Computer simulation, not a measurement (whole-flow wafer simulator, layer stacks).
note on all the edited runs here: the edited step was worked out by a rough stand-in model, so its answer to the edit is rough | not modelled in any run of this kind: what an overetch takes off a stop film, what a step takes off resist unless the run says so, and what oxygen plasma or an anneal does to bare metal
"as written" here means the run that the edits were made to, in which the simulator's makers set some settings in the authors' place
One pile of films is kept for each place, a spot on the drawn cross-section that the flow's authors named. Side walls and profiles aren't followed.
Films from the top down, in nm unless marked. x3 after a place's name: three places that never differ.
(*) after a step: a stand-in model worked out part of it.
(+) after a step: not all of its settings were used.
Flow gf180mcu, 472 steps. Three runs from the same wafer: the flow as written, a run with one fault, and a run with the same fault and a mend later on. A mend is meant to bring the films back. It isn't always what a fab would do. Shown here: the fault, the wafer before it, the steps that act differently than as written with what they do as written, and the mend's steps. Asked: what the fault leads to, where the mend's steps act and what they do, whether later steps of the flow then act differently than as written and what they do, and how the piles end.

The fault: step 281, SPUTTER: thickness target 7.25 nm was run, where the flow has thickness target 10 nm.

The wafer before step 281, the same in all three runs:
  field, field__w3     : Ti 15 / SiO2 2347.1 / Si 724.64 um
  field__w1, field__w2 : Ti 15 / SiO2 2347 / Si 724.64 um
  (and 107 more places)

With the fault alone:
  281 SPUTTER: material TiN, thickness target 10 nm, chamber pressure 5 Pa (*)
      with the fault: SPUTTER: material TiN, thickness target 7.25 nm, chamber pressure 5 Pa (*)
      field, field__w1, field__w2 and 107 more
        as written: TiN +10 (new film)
        with the fault: TiN +7.25 (new film)
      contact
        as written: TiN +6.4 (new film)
        with the fault: TiN +4.65 (new film)
  Later steps of the flow that act differently than as written (1 more step differs only slightly, by at most 2% or 0.5 nm, whichever is larger, and isn't shown):
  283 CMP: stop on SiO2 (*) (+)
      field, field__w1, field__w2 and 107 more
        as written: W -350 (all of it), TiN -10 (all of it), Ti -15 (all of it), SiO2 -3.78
        with the fault: W -350 (all of it), TiN -7.25 (all of it), Ti -15 (all of it), SiO2 -3.76
  At the end the piles differ from the flow's by more than 2% or 0.5 nm, whichever is larger, at contact.
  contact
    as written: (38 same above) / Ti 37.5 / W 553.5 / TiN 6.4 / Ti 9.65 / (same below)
    with the fault: (38 same above) / Ti 37.5 / W 555.3 / TiN 4.65 / Ti 9.65 / (same below)

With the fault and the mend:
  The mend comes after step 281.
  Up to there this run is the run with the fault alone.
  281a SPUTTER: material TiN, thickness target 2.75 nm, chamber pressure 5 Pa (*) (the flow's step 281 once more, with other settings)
      field, field__w1, field__w2 and 107 more
        TiN +2.75
      contact
        TiN +1.76
  No later step of the flow acts differently than as written at any place that is followed.
  At the end the piles are the same as the flow's at every place that both follow.
